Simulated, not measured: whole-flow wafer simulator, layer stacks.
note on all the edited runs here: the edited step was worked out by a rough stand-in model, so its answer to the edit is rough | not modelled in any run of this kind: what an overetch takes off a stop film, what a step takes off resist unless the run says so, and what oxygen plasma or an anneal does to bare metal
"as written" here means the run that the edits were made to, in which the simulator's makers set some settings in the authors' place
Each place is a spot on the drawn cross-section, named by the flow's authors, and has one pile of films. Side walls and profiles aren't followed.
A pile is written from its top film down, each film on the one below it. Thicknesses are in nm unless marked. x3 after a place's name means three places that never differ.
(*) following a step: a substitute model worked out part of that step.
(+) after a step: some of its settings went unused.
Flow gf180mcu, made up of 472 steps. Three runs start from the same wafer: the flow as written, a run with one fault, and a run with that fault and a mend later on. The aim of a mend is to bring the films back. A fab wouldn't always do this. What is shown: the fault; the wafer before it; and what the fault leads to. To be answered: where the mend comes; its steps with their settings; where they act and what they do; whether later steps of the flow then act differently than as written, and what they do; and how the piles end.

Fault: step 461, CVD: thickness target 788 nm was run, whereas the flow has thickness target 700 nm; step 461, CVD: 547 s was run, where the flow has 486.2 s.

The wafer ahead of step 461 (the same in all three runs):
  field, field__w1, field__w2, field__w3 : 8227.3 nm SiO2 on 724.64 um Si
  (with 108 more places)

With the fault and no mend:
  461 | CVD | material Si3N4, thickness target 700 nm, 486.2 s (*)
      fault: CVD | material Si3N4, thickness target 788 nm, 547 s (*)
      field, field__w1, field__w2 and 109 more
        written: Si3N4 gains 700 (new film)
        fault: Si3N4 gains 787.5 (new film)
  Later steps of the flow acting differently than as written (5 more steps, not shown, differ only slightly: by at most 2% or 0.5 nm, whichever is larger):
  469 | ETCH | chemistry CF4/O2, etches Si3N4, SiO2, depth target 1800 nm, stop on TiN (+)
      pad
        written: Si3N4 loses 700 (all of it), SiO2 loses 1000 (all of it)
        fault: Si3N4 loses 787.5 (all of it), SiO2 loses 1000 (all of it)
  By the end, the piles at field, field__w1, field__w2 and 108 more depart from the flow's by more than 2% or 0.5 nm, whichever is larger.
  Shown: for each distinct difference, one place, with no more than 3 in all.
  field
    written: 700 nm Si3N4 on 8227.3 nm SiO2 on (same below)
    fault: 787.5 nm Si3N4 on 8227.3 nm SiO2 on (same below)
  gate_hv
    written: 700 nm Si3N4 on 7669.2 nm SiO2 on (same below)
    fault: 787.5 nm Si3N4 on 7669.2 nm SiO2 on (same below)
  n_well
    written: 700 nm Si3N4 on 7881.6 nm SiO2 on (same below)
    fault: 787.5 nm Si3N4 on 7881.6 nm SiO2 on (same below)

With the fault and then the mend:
  The mend follows step 461.
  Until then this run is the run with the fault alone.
  461a | WET ETCH | chemistry H3PO4, depth target 88 nm, 160 C (a further turn of the flow's step 14, with different settings)
      field, field__w1, field__w2 and 109 more
        Si3N4 loses 88
  Later steps of the flow that are run all act as written at every place that is followed, up to a difference of at most 2% or 0.5 nm, whichever is larger.
  At the end the piles are close to the flow's at the places that both follow, differing by at most 2% or 0.5 nm, whichever is larger.
